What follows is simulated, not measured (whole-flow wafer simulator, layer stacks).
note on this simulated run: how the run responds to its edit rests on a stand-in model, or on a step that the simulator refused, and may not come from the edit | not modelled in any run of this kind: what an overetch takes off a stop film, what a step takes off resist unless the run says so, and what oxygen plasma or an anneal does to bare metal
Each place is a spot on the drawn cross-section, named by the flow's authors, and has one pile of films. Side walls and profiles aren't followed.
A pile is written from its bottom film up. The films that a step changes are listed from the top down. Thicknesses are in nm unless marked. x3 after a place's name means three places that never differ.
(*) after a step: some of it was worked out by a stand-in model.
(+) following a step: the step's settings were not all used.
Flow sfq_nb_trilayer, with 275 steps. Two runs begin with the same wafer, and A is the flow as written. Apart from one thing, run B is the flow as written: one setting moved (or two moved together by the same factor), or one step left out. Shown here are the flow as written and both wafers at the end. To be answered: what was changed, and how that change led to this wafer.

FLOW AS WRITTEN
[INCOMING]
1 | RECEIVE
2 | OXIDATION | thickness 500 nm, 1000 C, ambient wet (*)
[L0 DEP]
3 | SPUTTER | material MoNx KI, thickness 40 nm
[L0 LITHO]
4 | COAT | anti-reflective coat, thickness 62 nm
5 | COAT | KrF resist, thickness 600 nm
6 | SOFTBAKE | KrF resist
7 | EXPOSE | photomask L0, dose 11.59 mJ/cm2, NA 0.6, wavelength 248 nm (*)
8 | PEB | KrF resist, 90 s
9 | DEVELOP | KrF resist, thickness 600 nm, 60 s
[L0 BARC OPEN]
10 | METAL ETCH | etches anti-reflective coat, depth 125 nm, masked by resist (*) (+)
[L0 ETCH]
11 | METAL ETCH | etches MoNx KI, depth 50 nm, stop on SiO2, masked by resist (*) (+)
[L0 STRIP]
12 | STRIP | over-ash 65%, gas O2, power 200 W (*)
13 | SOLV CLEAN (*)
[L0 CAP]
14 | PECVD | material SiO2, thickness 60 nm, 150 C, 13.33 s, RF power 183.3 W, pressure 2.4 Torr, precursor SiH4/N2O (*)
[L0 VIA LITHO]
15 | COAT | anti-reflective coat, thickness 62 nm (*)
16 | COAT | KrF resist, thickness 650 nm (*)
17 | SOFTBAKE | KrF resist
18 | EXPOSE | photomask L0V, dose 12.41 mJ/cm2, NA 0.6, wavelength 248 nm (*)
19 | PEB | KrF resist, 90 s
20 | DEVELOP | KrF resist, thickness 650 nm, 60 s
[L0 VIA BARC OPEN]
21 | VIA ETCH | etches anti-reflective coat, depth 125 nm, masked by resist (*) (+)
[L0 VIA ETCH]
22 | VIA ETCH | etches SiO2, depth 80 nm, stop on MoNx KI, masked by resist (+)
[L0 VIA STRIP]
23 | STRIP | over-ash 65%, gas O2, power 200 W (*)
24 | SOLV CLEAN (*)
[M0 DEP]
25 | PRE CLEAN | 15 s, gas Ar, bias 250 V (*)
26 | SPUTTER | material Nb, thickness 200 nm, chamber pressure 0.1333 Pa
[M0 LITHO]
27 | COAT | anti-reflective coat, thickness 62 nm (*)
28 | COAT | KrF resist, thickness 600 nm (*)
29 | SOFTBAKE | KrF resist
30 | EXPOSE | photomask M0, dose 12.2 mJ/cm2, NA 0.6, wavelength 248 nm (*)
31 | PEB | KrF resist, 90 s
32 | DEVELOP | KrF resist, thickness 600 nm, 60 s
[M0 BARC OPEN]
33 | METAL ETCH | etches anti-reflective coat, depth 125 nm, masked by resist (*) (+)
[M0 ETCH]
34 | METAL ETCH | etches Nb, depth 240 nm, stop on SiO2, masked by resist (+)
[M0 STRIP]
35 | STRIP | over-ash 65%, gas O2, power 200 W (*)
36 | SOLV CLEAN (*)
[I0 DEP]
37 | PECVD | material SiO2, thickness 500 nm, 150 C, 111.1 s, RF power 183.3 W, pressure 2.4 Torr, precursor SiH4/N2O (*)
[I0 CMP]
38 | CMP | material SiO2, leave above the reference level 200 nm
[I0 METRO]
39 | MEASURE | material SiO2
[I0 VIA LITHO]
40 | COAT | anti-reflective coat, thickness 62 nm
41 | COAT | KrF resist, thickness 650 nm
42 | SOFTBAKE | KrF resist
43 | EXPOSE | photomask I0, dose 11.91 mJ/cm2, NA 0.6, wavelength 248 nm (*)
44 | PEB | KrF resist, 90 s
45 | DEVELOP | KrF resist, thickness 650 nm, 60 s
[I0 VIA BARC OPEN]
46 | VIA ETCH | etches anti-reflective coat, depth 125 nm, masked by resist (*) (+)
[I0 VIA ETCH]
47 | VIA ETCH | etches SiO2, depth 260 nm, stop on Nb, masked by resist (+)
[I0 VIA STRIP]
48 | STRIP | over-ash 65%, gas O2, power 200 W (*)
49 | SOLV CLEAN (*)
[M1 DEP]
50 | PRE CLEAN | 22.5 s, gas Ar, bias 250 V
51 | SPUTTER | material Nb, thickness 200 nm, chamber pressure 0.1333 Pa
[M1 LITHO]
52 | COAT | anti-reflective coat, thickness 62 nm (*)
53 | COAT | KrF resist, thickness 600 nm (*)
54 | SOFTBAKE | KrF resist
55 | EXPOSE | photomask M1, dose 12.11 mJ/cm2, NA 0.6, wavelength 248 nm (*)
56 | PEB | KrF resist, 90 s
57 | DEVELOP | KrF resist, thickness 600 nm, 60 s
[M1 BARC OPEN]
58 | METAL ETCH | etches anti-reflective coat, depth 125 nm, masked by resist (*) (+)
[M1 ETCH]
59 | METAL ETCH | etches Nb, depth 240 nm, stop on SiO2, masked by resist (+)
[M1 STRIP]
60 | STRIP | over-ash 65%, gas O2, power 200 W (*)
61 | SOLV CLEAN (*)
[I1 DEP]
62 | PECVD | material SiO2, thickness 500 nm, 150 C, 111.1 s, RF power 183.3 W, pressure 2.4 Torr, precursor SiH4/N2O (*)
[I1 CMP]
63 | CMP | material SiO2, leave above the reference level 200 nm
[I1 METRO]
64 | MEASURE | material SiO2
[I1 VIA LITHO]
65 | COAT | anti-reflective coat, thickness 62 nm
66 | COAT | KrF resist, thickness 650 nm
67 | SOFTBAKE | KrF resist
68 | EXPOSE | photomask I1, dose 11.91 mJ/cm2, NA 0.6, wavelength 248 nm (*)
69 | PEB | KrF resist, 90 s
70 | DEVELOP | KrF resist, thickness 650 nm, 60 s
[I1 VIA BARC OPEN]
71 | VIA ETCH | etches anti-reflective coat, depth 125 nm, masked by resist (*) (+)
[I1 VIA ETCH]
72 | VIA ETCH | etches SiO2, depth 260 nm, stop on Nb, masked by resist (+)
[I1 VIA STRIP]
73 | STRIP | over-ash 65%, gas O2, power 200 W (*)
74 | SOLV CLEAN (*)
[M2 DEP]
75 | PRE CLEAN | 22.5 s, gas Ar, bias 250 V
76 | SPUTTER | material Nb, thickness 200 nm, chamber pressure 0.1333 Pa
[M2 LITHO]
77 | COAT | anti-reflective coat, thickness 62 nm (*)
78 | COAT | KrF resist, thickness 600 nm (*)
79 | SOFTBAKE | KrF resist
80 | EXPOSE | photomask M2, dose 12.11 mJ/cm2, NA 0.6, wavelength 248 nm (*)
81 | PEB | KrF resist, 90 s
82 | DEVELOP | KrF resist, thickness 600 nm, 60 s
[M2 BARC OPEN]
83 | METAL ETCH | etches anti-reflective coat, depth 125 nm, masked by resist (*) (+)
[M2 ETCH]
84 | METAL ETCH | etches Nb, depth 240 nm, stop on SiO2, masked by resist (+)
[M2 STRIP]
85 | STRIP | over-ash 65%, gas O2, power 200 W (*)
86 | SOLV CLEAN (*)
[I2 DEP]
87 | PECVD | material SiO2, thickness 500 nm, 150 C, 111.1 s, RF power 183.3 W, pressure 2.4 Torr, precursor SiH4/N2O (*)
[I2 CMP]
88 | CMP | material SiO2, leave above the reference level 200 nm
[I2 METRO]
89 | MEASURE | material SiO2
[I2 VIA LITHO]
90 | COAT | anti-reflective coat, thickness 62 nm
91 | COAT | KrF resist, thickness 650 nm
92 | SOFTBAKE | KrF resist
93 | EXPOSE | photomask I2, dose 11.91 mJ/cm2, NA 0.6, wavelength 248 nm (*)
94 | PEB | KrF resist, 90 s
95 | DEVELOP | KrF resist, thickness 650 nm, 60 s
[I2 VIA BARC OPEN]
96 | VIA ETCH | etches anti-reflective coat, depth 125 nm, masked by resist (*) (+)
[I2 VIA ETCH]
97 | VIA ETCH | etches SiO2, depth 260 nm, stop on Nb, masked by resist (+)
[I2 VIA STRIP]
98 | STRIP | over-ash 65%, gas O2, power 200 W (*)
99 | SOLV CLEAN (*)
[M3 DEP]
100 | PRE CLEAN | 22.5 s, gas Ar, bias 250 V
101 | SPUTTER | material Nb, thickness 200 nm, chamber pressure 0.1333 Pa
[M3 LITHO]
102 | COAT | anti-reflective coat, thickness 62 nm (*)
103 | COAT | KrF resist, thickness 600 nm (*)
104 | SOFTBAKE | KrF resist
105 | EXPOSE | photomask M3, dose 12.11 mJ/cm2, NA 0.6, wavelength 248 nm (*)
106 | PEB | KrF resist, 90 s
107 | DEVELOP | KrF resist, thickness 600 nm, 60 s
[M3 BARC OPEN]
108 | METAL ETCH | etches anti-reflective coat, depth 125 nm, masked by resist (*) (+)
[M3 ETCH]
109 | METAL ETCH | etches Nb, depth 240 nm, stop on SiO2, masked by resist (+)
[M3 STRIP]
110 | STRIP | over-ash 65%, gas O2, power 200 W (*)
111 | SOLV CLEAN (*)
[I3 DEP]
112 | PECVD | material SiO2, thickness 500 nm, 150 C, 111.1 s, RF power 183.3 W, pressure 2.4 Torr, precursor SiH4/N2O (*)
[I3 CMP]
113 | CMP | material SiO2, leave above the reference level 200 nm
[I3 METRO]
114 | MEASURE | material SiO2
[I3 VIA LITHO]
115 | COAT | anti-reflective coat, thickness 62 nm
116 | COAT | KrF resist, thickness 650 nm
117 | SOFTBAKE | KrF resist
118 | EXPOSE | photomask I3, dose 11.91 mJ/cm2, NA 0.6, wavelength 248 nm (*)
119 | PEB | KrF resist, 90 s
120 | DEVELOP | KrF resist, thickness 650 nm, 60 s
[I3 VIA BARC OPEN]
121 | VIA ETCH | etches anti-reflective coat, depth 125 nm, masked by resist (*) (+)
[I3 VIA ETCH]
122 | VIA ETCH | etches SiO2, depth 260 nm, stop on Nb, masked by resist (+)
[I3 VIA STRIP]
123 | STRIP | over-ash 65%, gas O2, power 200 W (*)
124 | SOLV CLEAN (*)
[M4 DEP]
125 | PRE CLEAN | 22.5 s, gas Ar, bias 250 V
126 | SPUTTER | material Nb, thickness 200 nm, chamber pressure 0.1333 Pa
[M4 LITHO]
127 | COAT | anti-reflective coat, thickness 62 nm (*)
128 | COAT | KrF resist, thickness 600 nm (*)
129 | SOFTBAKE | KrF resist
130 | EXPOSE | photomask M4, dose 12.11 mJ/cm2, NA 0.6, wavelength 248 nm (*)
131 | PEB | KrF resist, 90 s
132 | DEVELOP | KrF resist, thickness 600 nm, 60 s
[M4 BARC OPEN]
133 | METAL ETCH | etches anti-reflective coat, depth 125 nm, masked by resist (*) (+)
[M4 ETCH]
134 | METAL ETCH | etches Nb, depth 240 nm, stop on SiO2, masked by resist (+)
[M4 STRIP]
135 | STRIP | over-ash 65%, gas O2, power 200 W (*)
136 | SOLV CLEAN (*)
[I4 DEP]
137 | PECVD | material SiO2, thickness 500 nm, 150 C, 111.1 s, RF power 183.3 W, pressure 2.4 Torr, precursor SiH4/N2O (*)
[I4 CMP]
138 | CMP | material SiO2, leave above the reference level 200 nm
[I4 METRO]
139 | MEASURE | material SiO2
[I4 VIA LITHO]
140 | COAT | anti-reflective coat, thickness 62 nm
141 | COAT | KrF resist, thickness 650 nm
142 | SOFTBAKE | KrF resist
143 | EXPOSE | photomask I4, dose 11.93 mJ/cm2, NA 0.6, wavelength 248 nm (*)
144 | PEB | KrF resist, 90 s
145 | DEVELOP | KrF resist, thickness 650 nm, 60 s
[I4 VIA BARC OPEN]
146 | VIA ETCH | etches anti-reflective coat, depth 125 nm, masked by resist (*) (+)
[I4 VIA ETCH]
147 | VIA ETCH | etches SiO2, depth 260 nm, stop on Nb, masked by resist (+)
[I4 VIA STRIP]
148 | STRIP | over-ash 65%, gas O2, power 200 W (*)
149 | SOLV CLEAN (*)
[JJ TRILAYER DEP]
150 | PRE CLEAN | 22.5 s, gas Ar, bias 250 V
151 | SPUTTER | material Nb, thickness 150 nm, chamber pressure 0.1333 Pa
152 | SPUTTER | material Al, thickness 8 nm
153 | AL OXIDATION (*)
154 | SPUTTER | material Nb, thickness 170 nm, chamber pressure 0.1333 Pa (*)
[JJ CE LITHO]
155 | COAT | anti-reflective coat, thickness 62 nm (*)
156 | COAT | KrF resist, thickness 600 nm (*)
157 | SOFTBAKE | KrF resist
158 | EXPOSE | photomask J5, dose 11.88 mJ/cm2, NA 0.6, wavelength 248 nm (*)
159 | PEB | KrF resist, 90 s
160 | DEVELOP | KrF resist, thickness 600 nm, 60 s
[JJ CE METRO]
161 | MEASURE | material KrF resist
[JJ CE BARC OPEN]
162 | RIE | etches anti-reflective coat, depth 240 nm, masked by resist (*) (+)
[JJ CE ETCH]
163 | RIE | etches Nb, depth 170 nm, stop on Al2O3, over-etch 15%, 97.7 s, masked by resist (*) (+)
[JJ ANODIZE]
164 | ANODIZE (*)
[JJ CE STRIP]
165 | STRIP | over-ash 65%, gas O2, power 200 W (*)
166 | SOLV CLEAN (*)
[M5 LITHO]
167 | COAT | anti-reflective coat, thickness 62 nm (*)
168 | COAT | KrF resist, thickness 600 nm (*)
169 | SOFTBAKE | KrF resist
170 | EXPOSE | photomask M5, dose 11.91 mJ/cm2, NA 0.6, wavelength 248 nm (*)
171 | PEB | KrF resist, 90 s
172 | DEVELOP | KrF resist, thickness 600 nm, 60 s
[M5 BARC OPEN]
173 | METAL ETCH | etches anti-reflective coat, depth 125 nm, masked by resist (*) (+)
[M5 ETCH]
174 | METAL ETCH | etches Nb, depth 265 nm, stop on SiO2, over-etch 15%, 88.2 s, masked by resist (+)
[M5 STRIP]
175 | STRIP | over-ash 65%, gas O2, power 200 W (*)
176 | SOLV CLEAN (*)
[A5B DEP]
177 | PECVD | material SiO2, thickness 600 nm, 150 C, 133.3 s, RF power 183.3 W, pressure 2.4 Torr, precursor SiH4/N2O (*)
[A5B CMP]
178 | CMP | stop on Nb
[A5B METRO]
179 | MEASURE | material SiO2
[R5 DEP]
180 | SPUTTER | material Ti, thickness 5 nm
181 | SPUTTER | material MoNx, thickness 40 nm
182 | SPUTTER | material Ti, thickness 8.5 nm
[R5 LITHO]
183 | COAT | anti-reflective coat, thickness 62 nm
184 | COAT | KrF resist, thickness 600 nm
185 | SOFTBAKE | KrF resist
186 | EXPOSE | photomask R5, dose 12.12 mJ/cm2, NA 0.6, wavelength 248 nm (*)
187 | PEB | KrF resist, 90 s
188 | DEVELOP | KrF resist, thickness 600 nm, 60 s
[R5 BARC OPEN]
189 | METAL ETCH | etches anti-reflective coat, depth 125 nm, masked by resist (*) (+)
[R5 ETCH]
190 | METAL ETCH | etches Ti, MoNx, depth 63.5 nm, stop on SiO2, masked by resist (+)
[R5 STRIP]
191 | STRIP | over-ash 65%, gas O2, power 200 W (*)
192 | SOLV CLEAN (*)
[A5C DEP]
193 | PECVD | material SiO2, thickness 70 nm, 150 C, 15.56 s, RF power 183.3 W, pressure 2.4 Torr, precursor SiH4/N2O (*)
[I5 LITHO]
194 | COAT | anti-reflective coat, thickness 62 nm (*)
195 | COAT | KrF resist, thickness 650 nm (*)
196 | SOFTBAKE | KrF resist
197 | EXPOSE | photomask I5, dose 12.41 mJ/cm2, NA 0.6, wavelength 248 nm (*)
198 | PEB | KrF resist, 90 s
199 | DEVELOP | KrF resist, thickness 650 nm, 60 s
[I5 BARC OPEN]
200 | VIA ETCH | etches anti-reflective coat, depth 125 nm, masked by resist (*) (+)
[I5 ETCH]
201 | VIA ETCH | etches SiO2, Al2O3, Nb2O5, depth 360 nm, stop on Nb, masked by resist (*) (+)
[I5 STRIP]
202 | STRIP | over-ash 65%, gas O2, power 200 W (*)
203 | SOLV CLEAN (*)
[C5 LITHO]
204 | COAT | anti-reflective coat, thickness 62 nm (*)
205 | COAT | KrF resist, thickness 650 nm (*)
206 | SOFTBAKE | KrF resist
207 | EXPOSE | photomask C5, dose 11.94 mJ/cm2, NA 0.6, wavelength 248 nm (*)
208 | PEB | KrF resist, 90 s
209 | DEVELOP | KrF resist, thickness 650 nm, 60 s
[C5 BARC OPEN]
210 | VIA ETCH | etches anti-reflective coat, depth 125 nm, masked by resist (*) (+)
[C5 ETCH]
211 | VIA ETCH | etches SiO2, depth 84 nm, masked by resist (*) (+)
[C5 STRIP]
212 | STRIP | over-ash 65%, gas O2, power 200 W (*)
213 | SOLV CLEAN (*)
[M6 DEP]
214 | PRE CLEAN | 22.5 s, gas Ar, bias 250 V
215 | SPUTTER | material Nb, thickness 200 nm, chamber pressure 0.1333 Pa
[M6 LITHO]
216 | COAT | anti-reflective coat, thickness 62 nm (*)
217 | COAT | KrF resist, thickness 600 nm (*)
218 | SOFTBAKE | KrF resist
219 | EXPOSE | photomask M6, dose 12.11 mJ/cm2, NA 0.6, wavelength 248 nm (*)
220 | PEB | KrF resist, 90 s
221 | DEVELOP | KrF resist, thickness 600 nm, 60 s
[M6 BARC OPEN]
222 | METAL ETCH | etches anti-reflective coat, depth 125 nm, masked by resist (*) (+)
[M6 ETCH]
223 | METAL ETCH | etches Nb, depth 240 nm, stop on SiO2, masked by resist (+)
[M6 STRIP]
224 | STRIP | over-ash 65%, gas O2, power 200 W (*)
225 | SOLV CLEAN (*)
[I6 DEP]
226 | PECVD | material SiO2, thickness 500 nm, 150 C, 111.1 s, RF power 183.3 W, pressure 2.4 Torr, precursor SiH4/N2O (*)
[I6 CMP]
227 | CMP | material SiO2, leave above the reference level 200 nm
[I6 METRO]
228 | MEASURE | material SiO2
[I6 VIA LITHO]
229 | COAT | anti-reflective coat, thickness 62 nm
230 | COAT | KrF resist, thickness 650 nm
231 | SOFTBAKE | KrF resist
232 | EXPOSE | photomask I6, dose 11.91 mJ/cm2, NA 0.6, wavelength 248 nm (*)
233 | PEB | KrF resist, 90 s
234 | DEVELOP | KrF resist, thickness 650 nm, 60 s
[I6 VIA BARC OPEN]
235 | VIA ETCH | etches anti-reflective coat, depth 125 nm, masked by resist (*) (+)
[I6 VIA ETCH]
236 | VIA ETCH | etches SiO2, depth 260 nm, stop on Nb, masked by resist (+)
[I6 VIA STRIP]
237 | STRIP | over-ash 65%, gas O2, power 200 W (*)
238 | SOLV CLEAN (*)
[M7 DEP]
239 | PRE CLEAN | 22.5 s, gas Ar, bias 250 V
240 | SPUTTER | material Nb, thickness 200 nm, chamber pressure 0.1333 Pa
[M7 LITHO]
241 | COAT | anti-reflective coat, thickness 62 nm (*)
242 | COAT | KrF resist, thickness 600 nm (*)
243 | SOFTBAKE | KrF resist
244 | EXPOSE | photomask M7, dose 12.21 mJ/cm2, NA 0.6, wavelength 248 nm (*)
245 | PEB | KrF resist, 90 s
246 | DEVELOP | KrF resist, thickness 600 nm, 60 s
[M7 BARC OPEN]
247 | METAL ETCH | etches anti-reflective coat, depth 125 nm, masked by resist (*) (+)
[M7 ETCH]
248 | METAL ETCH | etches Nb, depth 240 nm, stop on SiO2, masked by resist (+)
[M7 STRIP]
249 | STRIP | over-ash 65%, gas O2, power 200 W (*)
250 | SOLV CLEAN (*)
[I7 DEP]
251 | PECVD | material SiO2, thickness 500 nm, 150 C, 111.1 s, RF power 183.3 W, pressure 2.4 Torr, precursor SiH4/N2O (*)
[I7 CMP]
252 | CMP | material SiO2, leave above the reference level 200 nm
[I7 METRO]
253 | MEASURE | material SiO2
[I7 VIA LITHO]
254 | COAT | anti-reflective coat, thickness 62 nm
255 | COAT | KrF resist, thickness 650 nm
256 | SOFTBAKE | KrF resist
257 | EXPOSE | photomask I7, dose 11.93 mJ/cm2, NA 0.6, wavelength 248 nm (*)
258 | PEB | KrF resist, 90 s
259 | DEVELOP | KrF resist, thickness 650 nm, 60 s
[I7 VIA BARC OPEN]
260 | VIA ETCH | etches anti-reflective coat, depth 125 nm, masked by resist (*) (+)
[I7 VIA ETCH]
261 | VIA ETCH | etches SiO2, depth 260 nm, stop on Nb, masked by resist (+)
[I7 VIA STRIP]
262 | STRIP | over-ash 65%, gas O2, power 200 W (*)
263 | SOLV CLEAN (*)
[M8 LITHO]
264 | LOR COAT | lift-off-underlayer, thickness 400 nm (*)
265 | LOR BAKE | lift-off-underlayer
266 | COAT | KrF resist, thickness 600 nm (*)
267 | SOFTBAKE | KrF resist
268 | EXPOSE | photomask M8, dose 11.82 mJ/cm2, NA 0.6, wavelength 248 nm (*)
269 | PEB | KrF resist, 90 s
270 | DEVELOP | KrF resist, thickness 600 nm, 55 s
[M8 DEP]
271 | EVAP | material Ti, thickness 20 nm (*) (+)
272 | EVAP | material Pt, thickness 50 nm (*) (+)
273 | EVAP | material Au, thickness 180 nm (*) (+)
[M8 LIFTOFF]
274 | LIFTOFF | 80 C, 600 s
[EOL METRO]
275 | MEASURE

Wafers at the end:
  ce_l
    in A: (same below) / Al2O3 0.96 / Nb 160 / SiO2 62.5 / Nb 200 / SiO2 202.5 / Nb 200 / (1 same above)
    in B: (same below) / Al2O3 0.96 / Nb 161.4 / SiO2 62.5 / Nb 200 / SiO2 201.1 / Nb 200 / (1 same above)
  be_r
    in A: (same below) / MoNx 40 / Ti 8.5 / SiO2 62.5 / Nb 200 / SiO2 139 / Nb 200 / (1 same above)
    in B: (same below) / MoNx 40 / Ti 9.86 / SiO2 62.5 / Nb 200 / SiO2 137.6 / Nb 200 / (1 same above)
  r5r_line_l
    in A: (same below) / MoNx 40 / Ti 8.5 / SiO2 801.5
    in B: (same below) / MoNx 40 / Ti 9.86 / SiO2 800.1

Cause: step 182, SPUTTER: thickness 9.86 nm was run, whereas the flow has thickness 8.5 nm.
The wafer lets one read it off: be_r has Ti 9.86, and step 182 as written asks for 8.5 nm.

How this came from the change, step by step:
  182 | SPUTTER | material Ti, thickness 8.5 nm
      field_l, v_sur, via_wl and 103 more: A +8.5 Ti (new film) | B +9.86 Ti (new film)
  190 | METAL ETCH | etches Ti, MoNx, depth 63.5 nm, stop on SiO2, masked by resist (+)
      field_l, v_sur, via_wl and 92 more: A -8.5 Ti (all of it), -40 MoNx (all of it), -5 Ti (all of it) | B -9.86 Ti (all of it), -40 MoNx (all of it), -5 Ti (all of it)
      ce_l, c5j, ce_r, wl_jj: A -8.5 Ti (all of it), -40 MoNx (all of it), -5 Ti (all of it), -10 Nb | B -9.86 Ti (all of it), -40 MoNx (all of it), -5 Ti (all of it), -8.64 Nb
